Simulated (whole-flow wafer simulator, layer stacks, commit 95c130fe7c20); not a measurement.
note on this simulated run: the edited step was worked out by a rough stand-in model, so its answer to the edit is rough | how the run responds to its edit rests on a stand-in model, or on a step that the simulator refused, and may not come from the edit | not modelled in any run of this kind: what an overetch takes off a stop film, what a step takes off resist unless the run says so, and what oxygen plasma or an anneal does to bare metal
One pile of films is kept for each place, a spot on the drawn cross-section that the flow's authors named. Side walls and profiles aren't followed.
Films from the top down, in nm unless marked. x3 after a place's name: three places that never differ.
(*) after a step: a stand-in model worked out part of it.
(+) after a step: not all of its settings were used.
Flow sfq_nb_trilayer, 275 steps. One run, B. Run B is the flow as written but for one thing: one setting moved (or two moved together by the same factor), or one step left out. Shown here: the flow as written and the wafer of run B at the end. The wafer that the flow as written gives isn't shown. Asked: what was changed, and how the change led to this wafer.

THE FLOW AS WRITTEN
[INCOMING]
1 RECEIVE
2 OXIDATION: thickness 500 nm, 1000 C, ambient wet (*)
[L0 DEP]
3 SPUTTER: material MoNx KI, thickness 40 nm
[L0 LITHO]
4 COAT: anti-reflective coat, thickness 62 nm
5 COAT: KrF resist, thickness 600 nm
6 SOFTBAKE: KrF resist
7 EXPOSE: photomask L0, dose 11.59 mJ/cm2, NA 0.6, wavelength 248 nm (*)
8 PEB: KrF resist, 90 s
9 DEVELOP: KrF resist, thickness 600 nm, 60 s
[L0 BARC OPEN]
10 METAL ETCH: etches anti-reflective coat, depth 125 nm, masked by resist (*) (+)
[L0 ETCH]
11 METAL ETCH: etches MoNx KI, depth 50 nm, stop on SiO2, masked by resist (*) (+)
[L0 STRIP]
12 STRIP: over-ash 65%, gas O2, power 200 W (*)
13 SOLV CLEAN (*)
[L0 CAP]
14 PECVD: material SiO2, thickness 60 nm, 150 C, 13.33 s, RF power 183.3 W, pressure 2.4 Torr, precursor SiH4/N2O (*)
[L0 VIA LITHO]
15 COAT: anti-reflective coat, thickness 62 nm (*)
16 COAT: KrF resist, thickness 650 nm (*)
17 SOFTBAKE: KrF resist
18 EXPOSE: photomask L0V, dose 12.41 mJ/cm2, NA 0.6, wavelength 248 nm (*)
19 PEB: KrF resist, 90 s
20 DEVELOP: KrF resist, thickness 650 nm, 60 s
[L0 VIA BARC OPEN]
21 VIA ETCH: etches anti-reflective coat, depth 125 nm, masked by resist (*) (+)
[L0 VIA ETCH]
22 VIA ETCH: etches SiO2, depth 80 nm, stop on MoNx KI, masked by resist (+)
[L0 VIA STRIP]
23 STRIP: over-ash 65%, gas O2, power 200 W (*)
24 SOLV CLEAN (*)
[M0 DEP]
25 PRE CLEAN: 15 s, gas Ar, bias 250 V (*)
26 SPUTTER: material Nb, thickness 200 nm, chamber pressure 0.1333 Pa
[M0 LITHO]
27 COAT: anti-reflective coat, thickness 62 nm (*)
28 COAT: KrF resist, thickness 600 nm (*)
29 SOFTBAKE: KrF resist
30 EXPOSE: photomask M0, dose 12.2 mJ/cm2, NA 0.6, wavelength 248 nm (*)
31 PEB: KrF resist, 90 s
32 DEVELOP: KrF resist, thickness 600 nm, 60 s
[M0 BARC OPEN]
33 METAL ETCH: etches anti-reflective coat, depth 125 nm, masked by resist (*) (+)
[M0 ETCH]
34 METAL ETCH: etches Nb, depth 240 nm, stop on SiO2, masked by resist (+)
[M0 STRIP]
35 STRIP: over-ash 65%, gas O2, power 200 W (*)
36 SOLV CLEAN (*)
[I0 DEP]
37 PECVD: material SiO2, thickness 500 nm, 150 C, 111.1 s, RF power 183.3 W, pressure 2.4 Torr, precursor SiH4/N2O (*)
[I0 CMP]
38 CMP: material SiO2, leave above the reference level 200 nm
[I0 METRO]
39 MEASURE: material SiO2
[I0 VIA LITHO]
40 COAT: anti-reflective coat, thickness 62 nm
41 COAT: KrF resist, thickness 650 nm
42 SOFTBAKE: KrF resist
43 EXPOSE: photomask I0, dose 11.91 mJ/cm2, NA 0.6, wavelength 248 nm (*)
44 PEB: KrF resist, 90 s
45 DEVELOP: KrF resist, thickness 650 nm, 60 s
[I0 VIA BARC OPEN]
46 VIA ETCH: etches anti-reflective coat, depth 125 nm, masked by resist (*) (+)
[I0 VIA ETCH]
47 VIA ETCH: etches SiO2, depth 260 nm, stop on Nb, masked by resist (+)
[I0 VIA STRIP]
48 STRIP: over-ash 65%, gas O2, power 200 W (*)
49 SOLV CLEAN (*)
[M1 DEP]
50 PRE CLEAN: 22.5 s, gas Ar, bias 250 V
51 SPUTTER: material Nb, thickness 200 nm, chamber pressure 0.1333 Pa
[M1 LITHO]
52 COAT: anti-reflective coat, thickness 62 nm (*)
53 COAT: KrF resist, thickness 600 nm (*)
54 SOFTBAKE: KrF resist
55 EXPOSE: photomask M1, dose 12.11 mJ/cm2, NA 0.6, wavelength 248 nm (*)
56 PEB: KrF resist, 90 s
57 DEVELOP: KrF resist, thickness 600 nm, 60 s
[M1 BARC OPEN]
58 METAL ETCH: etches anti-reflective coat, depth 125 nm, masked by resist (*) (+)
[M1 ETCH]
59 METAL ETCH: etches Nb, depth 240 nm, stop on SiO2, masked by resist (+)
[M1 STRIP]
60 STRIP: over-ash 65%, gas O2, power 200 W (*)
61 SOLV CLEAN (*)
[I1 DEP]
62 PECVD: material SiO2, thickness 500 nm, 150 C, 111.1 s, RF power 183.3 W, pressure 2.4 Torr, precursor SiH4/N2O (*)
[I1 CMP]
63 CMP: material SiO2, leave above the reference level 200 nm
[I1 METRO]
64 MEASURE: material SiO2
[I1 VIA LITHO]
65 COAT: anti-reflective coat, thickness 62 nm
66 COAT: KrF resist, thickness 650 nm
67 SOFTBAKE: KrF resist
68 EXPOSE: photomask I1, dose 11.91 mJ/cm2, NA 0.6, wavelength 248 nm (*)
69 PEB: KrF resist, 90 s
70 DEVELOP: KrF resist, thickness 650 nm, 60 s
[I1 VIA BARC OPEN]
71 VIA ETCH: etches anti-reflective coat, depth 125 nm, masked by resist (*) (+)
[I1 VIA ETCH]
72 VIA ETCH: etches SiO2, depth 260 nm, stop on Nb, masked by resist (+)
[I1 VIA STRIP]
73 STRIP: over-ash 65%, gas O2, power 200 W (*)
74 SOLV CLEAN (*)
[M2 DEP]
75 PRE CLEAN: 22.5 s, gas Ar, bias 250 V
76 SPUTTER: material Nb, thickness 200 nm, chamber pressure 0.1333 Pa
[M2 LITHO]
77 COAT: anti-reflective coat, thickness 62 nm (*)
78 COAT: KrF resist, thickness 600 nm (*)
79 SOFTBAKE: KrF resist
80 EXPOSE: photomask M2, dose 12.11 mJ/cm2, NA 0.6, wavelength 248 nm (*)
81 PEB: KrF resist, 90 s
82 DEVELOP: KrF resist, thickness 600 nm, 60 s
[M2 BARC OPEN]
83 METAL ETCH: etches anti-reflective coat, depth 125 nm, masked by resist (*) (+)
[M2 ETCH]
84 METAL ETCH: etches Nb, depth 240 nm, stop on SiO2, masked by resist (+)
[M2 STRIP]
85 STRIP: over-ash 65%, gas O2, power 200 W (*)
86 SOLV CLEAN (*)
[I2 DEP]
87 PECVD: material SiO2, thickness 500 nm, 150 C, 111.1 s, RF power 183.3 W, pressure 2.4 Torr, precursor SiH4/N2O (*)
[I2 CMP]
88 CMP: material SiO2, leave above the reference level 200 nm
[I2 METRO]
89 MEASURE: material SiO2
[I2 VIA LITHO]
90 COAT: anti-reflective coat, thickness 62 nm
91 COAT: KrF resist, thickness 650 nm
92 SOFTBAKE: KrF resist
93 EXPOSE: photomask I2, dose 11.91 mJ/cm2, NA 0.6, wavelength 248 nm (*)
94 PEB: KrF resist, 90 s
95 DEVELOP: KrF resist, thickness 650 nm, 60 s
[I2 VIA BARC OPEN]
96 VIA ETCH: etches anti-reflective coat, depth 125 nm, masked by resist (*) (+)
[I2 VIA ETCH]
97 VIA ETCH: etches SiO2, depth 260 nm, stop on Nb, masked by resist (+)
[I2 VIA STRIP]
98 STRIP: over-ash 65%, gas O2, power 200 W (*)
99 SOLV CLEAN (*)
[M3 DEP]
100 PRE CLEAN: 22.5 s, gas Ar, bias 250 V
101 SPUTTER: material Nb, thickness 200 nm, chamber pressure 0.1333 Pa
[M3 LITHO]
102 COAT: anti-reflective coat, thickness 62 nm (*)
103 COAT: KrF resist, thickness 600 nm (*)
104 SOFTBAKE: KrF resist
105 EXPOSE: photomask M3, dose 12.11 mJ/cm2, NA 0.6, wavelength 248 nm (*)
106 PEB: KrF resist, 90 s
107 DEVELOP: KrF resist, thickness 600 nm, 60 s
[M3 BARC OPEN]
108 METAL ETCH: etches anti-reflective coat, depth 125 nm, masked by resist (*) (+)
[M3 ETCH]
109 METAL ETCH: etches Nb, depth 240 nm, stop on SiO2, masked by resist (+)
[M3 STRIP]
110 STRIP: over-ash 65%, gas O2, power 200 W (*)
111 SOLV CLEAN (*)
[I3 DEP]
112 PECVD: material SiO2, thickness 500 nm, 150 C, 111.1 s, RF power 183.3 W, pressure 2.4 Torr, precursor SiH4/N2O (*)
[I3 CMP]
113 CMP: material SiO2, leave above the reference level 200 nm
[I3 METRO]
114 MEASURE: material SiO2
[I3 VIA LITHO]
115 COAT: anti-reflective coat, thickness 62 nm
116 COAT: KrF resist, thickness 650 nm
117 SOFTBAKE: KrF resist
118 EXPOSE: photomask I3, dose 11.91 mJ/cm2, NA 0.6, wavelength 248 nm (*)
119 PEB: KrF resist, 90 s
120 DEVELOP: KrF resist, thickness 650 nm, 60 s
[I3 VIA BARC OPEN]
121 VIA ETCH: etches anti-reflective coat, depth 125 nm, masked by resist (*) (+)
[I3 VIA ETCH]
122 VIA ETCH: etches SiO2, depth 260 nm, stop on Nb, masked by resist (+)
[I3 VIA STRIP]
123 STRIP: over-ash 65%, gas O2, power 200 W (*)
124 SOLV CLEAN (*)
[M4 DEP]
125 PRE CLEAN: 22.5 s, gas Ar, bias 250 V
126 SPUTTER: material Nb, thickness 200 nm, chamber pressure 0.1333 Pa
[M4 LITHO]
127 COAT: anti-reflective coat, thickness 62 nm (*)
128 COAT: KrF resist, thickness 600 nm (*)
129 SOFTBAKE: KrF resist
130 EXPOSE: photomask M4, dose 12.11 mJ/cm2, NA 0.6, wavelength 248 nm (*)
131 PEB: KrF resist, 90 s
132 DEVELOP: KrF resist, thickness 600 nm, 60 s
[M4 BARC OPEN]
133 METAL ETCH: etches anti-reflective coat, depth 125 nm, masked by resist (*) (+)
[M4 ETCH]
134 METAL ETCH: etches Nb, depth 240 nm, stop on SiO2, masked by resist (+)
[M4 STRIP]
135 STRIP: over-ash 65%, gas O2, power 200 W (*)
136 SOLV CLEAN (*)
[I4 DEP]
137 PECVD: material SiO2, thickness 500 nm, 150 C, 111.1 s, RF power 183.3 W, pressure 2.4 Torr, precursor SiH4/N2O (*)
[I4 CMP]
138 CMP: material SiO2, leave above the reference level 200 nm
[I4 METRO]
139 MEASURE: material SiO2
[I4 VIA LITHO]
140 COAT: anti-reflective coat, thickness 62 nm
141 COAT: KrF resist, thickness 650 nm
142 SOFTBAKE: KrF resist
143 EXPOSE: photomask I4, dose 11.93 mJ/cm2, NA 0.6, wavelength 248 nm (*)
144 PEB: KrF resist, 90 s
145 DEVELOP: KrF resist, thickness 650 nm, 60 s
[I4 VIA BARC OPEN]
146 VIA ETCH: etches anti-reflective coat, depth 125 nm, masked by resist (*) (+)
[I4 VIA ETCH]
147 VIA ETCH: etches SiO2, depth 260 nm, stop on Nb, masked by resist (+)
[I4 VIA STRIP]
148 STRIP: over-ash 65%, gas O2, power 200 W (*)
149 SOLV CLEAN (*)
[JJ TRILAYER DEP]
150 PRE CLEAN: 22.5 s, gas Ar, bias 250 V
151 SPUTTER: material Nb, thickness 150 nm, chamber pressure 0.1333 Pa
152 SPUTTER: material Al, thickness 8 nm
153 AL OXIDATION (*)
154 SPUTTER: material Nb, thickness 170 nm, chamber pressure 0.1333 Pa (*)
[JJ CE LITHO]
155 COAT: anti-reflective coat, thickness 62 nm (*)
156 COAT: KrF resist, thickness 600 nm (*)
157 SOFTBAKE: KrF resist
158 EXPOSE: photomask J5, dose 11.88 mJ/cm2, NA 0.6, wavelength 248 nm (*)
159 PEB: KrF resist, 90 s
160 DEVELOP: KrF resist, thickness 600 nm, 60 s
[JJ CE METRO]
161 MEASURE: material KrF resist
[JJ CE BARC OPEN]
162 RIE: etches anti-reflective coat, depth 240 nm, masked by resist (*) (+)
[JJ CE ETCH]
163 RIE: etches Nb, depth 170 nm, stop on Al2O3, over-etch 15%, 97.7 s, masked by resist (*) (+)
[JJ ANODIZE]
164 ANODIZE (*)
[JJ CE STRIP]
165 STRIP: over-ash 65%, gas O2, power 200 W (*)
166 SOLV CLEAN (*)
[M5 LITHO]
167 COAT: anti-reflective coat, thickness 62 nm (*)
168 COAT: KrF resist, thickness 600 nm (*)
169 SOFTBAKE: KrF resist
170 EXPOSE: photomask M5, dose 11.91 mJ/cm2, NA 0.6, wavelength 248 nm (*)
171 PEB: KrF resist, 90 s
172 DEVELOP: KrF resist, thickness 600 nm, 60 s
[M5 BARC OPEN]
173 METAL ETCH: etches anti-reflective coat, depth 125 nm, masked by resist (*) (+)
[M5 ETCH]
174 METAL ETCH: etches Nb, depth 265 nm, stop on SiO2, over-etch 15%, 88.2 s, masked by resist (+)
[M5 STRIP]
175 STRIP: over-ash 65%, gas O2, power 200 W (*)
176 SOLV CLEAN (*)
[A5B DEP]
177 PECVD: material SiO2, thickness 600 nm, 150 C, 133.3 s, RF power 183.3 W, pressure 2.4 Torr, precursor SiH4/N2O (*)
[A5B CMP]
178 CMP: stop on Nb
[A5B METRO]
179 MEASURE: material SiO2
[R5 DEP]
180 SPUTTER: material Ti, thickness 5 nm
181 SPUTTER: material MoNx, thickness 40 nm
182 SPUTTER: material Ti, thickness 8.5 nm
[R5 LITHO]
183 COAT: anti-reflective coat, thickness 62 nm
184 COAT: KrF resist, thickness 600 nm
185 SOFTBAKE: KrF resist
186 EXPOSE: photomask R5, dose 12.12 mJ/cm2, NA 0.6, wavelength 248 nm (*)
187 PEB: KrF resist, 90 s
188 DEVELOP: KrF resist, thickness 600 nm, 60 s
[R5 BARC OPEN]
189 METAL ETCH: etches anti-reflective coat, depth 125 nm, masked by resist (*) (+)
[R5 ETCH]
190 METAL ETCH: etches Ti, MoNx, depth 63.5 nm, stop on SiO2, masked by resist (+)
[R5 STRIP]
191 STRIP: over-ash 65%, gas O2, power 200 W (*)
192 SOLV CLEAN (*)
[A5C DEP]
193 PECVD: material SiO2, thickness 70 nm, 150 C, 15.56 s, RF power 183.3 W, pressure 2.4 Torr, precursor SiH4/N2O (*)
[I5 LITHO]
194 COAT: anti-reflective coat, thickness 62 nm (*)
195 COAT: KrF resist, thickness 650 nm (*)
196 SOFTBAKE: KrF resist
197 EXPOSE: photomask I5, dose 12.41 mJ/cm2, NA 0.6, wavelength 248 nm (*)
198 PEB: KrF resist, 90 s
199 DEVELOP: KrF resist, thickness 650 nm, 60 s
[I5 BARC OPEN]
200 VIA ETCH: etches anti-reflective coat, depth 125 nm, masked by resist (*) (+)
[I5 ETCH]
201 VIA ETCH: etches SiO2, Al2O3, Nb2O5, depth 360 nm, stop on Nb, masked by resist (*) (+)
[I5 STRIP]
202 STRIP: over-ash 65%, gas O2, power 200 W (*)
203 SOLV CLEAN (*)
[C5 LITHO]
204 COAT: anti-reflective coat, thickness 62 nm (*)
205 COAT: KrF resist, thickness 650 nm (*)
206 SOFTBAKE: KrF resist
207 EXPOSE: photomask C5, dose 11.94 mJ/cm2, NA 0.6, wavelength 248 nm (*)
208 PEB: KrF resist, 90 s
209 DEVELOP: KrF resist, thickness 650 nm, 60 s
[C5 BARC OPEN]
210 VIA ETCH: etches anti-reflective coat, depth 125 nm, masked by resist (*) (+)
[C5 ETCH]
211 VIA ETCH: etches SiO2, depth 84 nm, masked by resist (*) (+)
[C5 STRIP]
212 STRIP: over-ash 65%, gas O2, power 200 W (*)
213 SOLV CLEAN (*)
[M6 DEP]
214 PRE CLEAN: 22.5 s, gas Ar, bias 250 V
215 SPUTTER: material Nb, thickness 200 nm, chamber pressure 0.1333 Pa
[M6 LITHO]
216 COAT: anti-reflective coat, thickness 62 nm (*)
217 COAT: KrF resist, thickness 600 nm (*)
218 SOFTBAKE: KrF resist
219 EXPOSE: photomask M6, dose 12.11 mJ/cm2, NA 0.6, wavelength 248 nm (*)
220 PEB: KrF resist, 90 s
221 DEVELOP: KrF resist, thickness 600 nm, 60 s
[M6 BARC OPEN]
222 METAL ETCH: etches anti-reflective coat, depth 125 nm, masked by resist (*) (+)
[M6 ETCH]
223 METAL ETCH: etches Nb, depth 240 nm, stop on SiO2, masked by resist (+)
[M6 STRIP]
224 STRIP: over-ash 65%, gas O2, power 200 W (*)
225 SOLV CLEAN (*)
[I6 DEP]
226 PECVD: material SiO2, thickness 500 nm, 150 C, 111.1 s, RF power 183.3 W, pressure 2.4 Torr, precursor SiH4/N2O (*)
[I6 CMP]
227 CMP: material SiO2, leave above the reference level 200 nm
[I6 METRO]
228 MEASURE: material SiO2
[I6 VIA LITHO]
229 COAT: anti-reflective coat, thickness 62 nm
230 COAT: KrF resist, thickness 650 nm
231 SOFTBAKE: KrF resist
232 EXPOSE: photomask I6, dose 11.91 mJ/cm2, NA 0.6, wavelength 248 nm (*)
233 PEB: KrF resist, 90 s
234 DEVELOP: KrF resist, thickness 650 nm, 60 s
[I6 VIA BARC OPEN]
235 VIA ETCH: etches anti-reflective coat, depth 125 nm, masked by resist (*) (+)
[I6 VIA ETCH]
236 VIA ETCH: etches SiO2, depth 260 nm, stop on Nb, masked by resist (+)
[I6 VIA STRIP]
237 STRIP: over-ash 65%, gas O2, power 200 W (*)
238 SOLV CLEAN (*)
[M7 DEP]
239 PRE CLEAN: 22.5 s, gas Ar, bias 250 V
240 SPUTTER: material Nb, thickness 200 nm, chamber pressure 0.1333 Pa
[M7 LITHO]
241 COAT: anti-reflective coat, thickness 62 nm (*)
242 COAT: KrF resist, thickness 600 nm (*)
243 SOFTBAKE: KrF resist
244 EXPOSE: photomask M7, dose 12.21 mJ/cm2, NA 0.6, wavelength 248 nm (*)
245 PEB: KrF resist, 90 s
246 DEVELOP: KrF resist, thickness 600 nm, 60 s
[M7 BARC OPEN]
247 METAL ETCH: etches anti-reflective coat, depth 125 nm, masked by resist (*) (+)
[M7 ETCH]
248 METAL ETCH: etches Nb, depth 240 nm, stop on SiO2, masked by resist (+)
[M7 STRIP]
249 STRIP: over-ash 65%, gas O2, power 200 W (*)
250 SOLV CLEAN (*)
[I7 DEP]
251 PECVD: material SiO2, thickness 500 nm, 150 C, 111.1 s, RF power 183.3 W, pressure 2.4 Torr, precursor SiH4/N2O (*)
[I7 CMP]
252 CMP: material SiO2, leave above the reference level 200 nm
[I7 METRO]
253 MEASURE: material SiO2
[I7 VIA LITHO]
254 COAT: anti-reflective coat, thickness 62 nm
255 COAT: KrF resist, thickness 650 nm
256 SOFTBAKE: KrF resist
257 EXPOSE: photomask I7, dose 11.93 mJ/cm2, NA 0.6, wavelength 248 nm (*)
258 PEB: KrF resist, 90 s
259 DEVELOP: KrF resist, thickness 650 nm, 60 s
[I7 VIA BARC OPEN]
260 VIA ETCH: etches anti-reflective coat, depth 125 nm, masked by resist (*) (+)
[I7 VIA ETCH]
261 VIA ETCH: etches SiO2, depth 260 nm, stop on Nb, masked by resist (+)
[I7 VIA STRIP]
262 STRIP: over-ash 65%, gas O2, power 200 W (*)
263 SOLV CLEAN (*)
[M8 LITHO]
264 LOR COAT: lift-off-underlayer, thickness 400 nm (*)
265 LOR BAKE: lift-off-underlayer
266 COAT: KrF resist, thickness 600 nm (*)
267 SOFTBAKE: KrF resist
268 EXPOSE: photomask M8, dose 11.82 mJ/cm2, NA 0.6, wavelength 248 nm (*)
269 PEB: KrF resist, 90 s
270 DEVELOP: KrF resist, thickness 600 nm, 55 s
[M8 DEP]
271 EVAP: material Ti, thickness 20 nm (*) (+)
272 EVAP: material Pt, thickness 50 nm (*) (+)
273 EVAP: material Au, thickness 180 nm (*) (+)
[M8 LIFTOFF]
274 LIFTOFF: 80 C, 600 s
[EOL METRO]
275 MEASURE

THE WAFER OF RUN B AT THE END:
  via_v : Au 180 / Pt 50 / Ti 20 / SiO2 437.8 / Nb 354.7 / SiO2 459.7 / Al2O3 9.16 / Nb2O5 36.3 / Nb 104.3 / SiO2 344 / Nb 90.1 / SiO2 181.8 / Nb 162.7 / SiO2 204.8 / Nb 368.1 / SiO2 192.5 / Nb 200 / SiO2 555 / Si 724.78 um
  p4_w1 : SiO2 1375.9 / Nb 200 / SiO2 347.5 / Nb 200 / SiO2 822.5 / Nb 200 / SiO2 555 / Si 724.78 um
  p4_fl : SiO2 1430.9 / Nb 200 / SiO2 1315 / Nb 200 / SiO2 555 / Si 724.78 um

The cause: step 87, PECVD: thickness 245 nm was run, where the flow has thickness 500 nm; step 87, PECVD: 54.44 s was run, where the flow has 111.1 s.

How the change led to this, step by step:
  87 PECVD: material SiO2, thickness 500 nm, 150 C, 111.1 s, RF power 183.3 W, pressure 2.4 Torr, precursor SiH4/N2O (*)
      field_l, be, be_sur and 81 more: SiO2 +245 (as written it would be: SiO2 +500)
      v_sur, via_wl, via_w and 18 more: SiO2 +245 (new film) (as written it would be: SiO2 +500 (new film))
      (and at 1 more place)
  88 CMP: material SiO2, leave above the reference level 200 nm
      field_l, be, be_sur and 81 more: nothing (as written it would be: SiO2 -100)
      via_v: nothing (as written it would be: SiO2 -181.6)
      (and at 21 more places)
  90 COAT: anti-reflective coat, thickness 62 nm
      m0r_space_l, m0r_space_r, m6r_space_l, m6r_space_r, m7r_space_l, m7r_space_r: anti-reflective coat +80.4 (new film) (as written it would be: anti-reflective coat +62 (new film))
      p3_s1, p3_l2, p3_s2, p3_s5, p3_l6: anti-reflective coat +63.9 (new film) (as written it would be: anti-reflective coat +62 (new film))
      (and at 68 more places)
  91 COAT: KrF resist, thickness 650 nm
      m0r_line_l, m0r_line_r, m6r_line_l, m6r_line_r, m7r_line_l, m7r_line_r: KrF resist +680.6 (new film) (as written it would be: KrF resist +650 (new film))
      m0r_space_l, m0r_space_r, m6r_space_l, m6r_space_r, m7r_space_l, m7r_space_r: KrF resist +669.8 (new film) (as written it would be: KrF resist +650 (new film))
      (and at 53 more places)
  95 DEVELOP: KrF resist, thickness 650 nm, 60 s
      via_w: KrF resist -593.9 (all of it) (as written it would be: KrF resist -648.6 (all of it))
  96 VIA ETCH: etches anti-reflective coat, depth 125 nm, masked by resist (*) (+)
      field_l, v_sur, via_wl and 102 more: KrF resist -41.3 (as written it would be: KrF resist -51.7)
      via_w: anti-reflective coat -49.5 (all of it), SiO2 -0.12 (as written it would be: anti-reflective coat -62 (all of it), SiO2 -0.16)
  98 STRIP: over-ash 65%, gas O2, power 200 W (*)
      m0r_line_l, m0r_line_r, m6r_line_l, m6r_line_r, m7r_line_l, m7r_line_r: KrF resist -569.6 (all of it), anti-reflective coat -62.2 (all of it) (as written it would be: KrF resist -528.6 (all of it), anti-reflective coat -62 (all of it))
      m0r_space_l, m0r_space_r, m6r_space_l, m6r_space_r, m7r_space_l, m7r_space_r: KrF resist -558.8 (all of it), anti-reflective coat -80.4 (all of it) (as written it would be: KrF resist -528.6 (all of it), anti-reflective coat -62 (all of it))
      (and at 93 more places)
  101 SPUTTER: material Nb, thickness 200 nm, chamber pressure 0.1333 Pa
      via_v: Nb +162.7 (new film) (as written it would be: Nb +200 (new film))
  102 COAT: anti-reflective coat, thickness 62 nm (*)
      p3_s1, p3_l2, p3_s2, p3_s5, p3_l6: anti-reflective coat +63.8 (new film) (as written it would be: anti-reflective coat +62 (new film))
      p3_l3, p3_s3, p3_s4, p3_l5: anti-reflective coat +63.7 (new film) (as written it would be: anti-reflective coat +62 (new film))
      (and at 70 more places)
  103 COAT: KrF resist, thickness 600 nm (*)
      m0r_line_l, m6r_line_l, m7r_line_l: KrF resist +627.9 (new film) (as written it would be: KrF resist +600 (new film))
      m0r_space_l, m6r_space_l, m7r_space_l: KrF resist +620.6 (new film) (as written it would be: KrF resist +600 (new film))
      (and at 60 more places)
  107 DEVELOP: KrF resist, thickness 600 nm, 60 s
      m0r_line_l, m6r_line_l, m7r_line_l: KrF resist -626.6 (all of it) (as written it would be: KrF resist -598.7 (all of it))
      m0r_space_l, m6r_space_l, m7r_space_l: KrF resist -619.3 (all of it) (as written it would be: KrF resist -598.7 (all of it))
      (and at 37 more places)
  108 METAL ETCH: etches anti-reflective coat, depth 125 nm, masked by resist (*) (+)
      m5r_linepad_l, m5r_linepad_r, r5r_spacepad_l, r5r_spacepad_r: anti-reflective coat -125 (as written it would be: anti-reflective coat -62 (all of it))
      v_sur, via_wl, via_w and 28 more: KrF resist -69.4 (as written it would be: KrF resist -51.7)
      (and at 48 more places)
  109 METAL ETCH: etches Nb, depth 240 nm, stop on SiO2, masked by resist (+)
      m5r_linepad_l, m5r_linepad_r: anti-reflective coat -20 (all of it), Nb -200 (all of it) (as written it would be: Nb -200 (all of it))
      r5r_spacepad_l, r5r_spacepad_r: anti-reflective coat -20.6 (all of it), Nb -200 (all of it) (as written it would be: Nb -200 (all of it))
  110 STRIP: over-ash 65%, gas O2, power 200 W (*)
      p3_l3, p3_l5: KrF resist -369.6 (all of it), anti-reflective coat -63.7 (all of it) (as written it would be: KrF resist -382.4 (all of it), anti-reflective coat -62 (all of it))
      v_sur: KrF resist -282.9 (all of it), anti-reflective coat -40.2 (all of it) (as written it would be: KrF resist -365.3 (all of it), anti-reflective coat -61.1 (all of it))
      (and at 27 more places)
  112 PECVD: material SiO2, thickness 500 nm, 150 C, 111.1 s, RF power 183.3 W, pressure 2.4 Torr, precursor SiH4/N2O (*)
      via_v: SiO2 +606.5 (new film) (as written it would be: SiO2 +500 (new film))
  113 CMP: material SiO2, leave above the reference level 200 nm
      field_l, be, be_sur and 64 more: nothing (as written it would be: SiO2 -100)
      p4_w1, p4_w2, p4_w3 and 6 more: SiO2 -145 (as written it would be: SiO2 -300)
      (and at 9 more places)
  ... 32 more steps ...
  178 CMP: stop on Nb
      via_v: SiO2 -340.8 (as written it would be: SiO2 -453.5)
Counting metal films that touch as one body, via_v has 7 bodies (between them, from the top down: SiO2 437.8; SiO2 459.7 / Al2O3 9.16 / Nb2O5 36.3; SiO2 344; SiO2 181.8; SiO2 204.8; SiO2 192.5); the flow as written gives 6 bodies (between them, from the top down: SiO2 437.8; SiO2 209 / Al2O3 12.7 / Nb2O5 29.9; SiO2 425.9; SiO2 416.9; SiO2 192.5).
